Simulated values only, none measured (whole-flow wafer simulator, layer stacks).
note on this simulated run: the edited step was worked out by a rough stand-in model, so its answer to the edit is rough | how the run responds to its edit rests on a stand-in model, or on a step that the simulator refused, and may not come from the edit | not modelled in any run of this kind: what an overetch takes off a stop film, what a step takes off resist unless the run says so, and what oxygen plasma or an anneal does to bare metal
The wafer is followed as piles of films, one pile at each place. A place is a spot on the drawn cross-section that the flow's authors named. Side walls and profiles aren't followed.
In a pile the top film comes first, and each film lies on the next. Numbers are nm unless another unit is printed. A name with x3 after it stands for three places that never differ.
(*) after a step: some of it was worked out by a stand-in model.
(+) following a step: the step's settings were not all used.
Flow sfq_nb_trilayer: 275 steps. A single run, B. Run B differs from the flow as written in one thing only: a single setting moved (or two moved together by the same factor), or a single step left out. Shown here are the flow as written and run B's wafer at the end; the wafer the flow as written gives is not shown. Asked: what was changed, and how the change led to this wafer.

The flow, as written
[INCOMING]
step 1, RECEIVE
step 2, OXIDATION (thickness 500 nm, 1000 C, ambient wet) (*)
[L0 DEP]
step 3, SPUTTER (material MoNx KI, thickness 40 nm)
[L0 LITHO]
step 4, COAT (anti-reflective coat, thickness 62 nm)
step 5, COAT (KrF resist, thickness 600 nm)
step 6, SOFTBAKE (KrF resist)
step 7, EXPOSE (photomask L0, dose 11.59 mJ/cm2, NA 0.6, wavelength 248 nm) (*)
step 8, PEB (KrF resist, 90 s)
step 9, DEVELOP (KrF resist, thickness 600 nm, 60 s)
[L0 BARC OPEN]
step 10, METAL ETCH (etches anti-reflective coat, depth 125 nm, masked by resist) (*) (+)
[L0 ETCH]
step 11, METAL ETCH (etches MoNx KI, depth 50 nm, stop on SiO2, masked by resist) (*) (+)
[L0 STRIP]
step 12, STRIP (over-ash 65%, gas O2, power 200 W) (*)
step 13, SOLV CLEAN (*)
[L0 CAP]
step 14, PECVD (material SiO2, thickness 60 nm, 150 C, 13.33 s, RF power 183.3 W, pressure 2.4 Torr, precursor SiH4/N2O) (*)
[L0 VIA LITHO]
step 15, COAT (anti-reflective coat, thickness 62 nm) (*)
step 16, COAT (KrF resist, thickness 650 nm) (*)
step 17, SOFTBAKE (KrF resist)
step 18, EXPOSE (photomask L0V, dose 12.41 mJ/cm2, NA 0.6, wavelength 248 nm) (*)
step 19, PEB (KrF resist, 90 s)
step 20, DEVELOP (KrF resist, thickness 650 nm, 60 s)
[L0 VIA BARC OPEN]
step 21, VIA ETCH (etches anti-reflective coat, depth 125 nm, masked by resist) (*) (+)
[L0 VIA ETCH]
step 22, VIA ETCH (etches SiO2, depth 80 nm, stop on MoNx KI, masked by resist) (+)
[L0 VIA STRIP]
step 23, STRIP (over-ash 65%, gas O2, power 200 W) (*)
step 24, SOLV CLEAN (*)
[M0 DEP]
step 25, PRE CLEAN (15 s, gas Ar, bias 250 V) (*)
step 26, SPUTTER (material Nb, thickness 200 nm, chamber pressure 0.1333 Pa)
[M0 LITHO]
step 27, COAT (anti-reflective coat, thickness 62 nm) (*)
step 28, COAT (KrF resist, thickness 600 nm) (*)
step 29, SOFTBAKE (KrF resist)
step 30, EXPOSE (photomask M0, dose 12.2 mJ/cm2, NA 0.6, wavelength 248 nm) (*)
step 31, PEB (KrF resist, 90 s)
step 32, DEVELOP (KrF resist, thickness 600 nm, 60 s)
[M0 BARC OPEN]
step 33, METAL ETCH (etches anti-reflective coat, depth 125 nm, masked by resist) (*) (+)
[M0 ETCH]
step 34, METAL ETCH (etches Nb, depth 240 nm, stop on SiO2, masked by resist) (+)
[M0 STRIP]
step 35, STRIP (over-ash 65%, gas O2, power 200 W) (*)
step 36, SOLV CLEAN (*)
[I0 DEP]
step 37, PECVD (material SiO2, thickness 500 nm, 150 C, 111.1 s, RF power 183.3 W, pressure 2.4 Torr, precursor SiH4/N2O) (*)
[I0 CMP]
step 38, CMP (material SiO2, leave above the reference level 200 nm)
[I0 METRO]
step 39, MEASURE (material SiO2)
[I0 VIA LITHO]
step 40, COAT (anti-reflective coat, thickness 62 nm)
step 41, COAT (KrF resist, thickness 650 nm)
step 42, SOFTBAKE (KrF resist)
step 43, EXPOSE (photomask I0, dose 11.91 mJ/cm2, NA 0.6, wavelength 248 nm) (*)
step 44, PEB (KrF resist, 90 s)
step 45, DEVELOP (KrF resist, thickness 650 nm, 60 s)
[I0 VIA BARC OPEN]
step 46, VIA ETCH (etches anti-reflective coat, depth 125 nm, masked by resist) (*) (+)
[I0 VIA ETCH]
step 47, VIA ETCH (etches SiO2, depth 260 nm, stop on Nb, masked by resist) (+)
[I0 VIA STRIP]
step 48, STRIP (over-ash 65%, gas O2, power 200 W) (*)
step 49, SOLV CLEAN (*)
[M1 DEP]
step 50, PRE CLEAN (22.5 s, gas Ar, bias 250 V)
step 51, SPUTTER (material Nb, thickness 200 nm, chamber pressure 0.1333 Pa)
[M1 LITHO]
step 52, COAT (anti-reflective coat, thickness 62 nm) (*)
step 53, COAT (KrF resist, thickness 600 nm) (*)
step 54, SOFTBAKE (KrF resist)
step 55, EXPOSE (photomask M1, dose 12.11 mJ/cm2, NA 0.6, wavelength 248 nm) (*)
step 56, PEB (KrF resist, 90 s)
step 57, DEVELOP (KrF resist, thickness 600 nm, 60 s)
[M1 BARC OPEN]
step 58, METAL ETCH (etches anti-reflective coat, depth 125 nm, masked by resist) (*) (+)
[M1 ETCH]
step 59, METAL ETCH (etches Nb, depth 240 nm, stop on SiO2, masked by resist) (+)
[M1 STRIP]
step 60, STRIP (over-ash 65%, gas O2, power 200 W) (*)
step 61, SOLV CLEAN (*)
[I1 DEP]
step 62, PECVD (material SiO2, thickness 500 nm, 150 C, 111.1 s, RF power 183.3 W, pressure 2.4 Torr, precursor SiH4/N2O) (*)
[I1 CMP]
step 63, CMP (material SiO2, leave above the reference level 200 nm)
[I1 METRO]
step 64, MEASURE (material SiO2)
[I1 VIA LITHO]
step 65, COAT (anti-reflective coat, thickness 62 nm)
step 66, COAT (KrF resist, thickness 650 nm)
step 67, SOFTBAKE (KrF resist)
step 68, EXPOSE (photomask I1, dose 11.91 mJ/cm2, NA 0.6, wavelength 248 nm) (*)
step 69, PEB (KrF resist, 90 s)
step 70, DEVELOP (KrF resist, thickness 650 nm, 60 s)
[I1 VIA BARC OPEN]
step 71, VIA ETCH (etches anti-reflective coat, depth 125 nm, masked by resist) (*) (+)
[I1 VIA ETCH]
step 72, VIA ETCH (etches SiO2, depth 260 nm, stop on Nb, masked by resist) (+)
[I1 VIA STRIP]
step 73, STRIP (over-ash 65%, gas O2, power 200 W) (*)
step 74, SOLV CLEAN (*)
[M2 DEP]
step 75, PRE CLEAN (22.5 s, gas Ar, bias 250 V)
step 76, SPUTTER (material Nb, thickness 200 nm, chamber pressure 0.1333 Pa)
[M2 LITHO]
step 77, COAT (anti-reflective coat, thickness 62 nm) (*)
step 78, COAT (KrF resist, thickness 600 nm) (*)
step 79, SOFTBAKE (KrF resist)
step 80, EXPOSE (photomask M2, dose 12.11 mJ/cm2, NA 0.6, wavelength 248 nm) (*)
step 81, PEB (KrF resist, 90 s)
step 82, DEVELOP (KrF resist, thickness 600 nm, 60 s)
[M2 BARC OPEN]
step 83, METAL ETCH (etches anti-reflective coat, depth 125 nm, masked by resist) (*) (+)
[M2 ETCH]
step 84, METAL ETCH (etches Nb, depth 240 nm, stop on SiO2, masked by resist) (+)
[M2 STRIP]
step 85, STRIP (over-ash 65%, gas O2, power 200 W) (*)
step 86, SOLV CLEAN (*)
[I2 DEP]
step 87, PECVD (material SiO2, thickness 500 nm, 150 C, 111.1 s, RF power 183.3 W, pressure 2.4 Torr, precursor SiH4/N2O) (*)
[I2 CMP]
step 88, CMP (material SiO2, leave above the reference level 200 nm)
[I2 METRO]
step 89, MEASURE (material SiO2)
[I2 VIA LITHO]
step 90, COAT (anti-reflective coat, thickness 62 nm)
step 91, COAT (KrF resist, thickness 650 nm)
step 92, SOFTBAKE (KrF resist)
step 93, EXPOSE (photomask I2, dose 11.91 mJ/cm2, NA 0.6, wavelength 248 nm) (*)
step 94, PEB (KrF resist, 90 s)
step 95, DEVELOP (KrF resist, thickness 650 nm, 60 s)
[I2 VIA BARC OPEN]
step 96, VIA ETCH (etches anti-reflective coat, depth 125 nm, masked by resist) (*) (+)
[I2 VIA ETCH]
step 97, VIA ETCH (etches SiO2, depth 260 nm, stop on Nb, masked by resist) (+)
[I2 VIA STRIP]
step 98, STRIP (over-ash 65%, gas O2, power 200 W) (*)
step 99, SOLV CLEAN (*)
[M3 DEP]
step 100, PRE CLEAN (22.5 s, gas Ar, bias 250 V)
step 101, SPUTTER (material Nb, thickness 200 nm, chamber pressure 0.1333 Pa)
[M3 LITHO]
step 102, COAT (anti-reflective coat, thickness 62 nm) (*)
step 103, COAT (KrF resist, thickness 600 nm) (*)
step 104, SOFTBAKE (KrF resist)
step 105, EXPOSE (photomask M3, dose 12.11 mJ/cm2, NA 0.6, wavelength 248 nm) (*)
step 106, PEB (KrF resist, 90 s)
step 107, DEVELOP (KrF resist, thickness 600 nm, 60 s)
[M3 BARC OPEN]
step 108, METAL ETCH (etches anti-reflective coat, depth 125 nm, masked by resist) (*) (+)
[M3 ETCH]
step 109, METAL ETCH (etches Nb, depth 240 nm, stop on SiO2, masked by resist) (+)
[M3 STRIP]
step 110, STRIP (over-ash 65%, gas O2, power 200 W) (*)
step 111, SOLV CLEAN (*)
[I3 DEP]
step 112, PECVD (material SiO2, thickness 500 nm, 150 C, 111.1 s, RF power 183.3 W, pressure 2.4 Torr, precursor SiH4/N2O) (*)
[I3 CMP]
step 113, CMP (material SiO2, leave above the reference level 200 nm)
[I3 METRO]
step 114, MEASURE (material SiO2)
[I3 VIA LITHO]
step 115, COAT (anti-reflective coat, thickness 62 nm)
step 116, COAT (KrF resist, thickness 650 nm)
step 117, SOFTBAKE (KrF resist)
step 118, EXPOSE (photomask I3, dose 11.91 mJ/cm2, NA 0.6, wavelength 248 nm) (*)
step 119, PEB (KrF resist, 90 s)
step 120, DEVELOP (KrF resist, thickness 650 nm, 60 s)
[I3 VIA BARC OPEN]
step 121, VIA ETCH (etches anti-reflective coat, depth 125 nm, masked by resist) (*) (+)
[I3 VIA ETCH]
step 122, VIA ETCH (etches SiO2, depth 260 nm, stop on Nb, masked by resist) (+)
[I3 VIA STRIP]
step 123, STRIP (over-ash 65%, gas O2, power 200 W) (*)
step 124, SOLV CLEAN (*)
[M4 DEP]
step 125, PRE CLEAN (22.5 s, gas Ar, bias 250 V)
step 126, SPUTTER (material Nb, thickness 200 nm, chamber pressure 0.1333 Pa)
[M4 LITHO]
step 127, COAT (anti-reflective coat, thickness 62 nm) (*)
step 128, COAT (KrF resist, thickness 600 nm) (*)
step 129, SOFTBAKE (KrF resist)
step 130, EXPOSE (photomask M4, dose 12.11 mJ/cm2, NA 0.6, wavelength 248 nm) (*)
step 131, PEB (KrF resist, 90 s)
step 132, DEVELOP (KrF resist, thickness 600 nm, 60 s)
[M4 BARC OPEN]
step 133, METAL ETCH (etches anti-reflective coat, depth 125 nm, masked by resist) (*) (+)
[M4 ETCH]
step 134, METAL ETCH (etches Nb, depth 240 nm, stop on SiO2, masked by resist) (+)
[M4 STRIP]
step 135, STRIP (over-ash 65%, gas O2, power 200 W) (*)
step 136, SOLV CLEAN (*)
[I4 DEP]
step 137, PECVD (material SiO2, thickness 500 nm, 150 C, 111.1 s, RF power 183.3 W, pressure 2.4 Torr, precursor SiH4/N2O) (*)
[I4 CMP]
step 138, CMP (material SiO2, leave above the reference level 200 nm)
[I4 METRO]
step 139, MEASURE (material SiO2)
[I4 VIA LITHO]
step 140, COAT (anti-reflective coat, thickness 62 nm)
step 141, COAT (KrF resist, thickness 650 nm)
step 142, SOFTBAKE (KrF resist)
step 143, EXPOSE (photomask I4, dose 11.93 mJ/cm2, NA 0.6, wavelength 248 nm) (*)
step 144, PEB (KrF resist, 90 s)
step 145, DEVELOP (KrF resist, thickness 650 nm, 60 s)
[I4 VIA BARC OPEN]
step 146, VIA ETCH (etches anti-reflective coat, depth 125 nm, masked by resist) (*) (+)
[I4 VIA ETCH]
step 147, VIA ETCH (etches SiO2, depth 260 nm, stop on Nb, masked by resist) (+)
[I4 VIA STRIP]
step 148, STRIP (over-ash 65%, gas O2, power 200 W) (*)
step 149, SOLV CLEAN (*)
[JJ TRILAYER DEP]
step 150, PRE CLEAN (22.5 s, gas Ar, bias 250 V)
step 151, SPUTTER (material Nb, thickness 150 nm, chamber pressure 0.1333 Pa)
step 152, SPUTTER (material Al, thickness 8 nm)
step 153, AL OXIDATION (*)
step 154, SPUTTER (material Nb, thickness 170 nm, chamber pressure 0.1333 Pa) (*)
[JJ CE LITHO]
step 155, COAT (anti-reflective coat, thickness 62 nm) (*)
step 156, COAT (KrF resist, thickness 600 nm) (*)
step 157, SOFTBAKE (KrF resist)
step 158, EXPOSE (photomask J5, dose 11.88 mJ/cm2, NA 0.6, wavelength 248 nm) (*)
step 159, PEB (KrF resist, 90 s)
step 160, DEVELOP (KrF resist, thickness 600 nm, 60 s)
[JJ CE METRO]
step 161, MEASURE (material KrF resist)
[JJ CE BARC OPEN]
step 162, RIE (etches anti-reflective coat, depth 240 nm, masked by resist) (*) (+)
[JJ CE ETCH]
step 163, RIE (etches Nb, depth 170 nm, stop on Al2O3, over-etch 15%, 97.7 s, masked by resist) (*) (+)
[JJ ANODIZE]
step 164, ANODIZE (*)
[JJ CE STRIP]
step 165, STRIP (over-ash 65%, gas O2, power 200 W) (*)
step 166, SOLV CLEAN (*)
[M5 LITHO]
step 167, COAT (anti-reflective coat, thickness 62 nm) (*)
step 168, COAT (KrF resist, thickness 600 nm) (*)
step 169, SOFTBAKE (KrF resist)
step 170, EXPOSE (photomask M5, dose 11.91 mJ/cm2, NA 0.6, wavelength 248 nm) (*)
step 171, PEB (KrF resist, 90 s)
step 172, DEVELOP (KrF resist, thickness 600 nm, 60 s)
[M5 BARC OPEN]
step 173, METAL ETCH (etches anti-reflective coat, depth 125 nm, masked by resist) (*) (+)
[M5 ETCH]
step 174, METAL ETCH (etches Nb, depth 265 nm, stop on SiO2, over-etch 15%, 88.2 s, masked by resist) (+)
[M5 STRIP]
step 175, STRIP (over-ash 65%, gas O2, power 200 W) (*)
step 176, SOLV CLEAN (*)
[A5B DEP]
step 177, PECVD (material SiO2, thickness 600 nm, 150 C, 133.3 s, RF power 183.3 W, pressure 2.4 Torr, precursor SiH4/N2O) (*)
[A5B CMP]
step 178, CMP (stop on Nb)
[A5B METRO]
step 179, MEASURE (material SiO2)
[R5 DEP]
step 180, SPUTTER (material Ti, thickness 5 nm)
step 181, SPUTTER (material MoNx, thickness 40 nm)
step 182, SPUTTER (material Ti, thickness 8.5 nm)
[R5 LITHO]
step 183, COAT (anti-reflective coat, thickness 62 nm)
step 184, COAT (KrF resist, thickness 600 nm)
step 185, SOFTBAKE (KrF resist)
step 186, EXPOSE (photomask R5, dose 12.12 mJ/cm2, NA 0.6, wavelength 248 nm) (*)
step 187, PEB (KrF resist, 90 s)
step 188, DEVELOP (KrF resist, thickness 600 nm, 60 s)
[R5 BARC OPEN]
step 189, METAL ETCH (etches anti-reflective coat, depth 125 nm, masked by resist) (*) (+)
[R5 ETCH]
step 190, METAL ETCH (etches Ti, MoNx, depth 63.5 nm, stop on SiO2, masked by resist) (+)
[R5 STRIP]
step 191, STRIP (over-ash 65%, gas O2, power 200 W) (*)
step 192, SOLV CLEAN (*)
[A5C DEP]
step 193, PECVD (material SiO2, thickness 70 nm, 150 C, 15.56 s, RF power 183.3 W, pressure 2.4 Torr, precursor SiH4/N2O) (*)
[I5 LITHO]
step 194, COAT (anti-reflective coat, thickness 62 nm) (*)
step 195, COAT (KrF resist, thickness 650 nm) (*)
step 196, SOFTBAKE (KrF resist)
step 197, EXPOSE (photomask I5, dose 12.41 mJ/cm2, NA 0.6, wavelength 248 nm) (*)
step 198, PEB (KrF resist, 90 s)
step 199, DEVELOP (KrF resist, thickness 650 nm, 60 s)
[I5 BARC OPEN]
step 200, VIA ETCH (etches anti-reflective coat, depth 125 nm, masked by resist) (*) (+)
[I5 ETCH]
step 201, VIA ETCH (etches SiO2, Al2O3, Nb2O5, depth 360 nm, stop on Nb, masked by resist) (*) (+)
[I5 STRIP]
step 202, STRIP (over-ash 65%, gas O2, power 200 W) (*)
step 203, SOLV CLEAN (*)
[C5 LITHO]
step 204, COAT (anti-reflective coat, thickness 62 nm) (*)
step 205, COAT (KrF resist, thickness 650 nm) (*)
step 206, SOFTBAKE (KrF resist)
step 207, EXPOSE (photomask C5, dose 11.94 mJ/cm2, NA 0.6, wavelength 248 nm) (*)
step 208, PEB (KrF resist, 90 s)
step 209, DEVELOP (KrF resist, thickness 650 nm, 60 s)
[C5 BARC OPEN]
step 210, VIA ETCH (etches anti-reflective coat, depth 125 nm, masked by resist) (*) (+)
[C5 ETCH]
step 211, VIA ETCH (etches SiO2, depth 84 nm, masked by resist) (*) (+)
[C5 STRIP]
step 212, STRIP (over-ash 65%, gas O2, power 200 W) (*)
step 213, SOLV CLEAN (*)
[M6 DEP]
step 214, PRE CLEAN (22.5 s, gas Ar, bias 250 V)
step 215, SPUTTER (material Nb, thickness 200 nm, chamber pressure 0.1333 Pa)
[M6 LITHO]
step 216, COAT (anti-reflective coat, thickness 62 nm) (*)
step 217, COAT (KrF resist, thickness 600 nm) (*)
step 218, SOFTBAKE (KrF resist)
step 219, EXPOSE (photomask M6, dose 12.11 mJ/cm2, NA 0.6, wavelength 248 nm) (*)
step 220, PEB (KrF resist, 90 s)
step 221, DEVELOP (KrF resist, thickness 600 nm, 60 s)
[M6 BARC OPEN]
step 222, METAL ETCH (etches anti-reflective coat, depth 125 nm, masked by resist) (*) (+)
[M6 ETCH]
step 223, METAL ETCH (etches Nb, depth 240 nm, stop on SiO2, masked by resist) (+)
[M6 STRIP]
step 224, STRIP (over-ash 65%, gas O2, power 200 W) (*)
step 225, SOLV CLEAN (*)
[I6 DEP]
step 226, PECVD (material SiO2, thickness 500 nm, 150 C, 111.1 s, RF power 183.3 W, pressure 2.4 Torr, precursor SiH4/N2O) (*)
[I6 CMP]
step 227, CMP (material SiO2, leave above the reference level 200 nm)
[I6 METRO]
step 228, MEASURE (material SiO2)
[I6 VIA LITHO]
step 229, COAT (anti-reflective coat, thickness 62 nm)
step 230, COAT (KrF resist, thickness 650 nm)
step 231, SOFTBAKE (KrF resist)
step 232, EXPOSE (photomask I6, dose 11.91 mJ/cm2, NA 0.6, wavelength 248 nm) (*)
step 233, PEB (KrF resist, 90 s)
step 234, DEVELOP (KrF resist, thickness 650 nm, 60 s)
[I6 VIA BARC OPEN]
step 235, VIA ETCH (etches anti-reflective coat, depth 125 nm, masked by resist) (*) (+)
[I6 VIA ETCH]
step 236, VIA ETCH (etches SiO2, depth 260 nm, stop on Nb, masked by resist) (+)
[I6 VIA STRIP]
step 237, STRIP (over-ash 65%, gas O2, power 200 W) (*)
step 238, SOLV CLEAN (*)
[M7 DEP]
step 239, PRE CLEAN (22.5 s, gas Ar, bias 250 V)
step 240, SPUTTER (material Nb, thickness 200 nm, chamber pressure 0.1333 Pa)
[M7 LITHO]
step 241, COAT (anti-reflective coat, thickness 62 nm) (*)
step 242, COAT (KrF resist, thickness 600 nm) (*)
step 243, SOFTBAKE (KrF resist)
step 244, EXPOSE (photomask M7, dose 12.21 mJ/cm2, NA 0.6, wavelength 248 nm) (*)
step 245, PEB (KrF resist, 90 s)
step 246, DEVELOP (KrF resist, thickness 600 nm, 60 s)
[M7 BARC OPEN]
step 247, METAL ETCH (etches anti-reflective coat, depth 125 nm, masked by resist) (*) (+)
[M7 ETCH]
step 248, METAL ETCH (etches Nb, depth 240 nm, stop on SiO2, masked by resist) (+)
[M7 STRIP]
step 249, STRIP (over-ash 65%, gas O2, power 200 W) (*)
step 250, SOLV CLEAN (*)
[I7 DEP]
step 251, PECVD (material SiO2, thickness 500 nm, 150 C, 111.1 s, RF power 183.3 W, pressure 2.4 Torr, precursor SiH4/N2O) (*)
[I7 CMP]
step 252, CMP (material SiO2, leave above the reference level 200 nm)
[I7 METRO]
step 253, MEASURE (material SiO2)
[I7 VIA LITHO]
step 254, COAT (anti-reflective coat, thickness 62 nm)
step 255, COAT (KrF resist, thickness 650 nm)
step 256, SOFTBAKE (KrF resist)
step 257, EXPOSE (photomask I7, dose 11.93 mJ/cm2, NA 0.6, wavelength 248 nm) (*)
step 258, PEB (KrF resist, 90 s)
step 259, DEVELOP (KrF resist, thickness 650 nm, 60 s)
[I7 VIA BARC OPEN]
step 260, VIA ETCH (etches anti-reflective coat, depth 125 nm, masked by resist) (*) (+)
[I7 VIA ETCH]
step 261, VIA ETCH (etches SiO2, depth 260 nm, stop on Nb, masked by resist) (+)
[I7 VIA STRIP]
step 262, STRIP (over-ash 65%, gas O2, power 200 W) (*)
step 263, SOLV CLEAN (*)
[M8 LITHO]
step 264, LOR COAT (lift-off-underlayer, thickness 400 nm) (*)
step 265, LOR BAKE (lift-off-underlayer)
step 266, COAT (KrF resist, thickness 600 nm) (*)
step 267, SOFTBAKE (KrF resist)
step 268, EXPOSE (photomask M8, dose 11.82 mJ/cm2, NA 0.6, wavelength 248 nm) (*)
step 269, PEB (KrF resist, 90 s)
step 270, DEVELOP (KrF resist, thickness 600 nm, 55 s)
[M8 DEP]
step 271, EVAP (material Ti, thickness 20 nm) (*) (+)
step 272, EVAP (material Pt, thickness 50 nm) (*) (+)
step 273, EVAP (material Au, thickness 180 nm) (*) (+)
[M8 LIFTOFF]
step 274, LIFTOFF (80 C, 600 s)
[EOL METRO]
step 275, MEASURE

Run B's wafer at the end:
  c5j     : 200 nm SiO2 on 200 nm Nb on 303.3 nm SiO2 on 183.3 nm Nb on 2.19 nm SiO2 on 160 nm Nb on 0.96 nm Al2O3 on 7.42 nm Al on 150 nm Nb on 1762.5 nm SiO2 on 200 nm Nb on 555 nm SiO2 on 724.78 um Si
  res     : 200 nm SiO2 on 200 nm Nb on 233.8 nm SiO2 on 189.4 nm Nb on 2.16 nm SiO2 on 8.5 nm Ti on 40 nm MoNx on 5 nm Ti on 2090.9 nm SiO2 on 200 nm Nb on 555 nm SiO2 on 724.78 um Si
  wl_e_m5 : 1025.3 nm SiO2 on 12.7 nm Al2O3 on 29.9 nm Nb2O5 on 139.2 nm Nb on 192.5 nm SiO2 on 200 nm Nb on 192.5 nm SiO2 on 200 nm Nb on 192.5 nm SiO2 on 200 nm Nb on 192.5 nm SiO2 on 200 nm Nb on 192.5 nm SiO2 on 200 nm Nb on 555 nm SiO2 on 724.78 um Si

The reason: step 193, PECVD: thickness 93.8 nm was run, while the flow as written has thickness 70 nm; step 193, PECVD: 20.84 s was run, where the flow has 15.56 s.

How this came from the change, step by step:
  step 193, PECVD (material SiO2, thickness 70 nm, 150 C, 15.56 s, RF power 183.3 W, pressure 2.4 Torr, precursor SiH4/N2O) (*)
      field_l, v_sur, via_wl and 92 more: SiO2 gains 93.8 (it would be, as written: SiO2 gains 70)
      ce_l, c5j, ce_r and 8 more: SiO2 gains 93.8 (new film) (it would be, as written: SiO2 gains 70 (new film))
  step 201, VIA ETCH (etches SiO2, Al2O3, Nb2O5, depth 360 nm, stop on Nb, masked by resist) (*) (+)
      be: SiO2 loses 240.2 (all of it), Al2O3 loses 12.7 (all of it), Nb2O5 loses 29.9 (all of it) (it would be, as written: SiO2 loses 216.4 (all of it), Al2O3 loses 12.7 (all of it), Nb2O5 loses 29.9 (all of it))
  step 204, COAT (anti-reflective coat, thickness 62 nm) (*)
      be: anti-reflective coat gains 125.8 (new film) (it would be, as written: anti-reflective coat gains 122.2 (new film))
      be_sur: anti-reflective coat gains 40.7 (new film) (it would be, as written: anti-reflective coat gains 41.8 (new film))
  step 205, COAT (KrF resist, thickness 650 nm) (*)
      be: KrF resist gains 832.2 (new film) (it would be, as written: KrF resist gains 815.3 (new film))
  step 211, VIA ETCH (etches SiO2, depth 84 nm, masked by resist) (*) (+)
      c5j: SiO2 loses 84 (it would be, as written: SiO2 loses 69.9 (all of it), Nb loses 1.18)
      res: SiO2 loses 84 (it would be, as written: SiO2 loses 69.9 (all of it))
  step 212, STRIP (over-ash 65%, gas O2, power 200 W) (*)
      be: KrF resist loses 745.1 (all of it), anti-reflective coat loses 125.8 (all of it) (it would be, as written: KrF resist loses 728.2 (all of it), anti-reflective coat loses 122.2 (all of it))
      be_sur: KrF resist loses 558.5 (all of it), anti-reflective coat loses 40.7 (all of it) (it would be, as written: KrF resist loses 559.6 (all of it), anti-reflective coat loses 41.8 (all of it))
  step 214, PRE CLEAN (22.5 s, gas Ar, bias 250 V)
      c5j: SiO2 loses 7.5 (it would be, as written: Nb loses 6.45)
      res: SiO2 loses 7.5 (it would be, as written: Ti loses 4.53)
  step 215, SPUTTER (material Nb, thickness 200 nm, chamber pressure 0.1333 Pa)
      c5j: Nb gains 183.3 (new film) (it would be, as written: Nb gains 188.4)
      be: Nb gains 142.1 (it would be, as written: Nb gains 147.3)
  step 216, COAT (anti-reflective coat, thickness 62 nm) (*)
      be: anti-reflective coat gains 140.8 (new film) (it would be, as written: anti-reflective coat gains 136.7 (new film))
      be_sur: anti-reflective coat gains 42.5 (new film) (it would be, as written: anti-reflective coat gains 43.8 (new film))
      (as well as at 6 more places)
  step 217, COAT (KrF resist, thickness 600 nm) (*)
      be: KrF resist gains 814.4 (new film) (it would be, as written: KrF resist gains 793.9 (new film))
  step 224, STRIP (over-ash 65%, gas O2, power 200 W) (*)
      be: KrF resist loses 596.2 (all of it), anti-reflective coat loses 140.8 (all of it) (it would be, as written: KrF resist loses 575.8 (all of it), anti-reflective coat loses 136.7 (all of it))
      be_sur: KrF resist loses 369.2 (all of it), anti-reflective coat loses 42.5 (all of it) (it would be, as written: KrF resist loses 371.2 (all of it), anti-reflective coat loses 43.8 (all of it))
      (as well as at 6 more places)
  step 226, PECVD (material SiO2, thickness 500 nm, 150 C, 111.1 s, RF power 183.3 W, pressure 2.4 Torr, precursor SiH4/N2O) (*)
      be: SiO2 gains 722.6 (new film) (it would be, as written: SiO2 gains 693.5 (new film))
      c5j: SiO2 gains 533.8 (new film) (it would be, as written: SiO2 gains 514.7 (new film))
  step 227, CMP (material SiO2, leave above the reference level 200 nm)
      res: SiO2 loses 258.7 (it would be, as written: SiO2 loses 279.4)
With metal films that touch counted as one body, c5j has 5 bodies (between them, from the top down: SiO2 303.3; SiO2 2.19; Al2O3 0.96; SiO2 1762.5); the flow as written gives 4 bodies (between them, from the top down: SiO2 284.2; Al2O3 0.96; SiO2 1762.5).
With metal films that touch counted as one body, res has 4 bodies (between them, from the top down: SiO2 233.8; SiO2 2.16; SiO2 2090.9); the flow as written gives 3 bodies (between them, from the top down: SiO2 213.1; SiO2 2090.9).
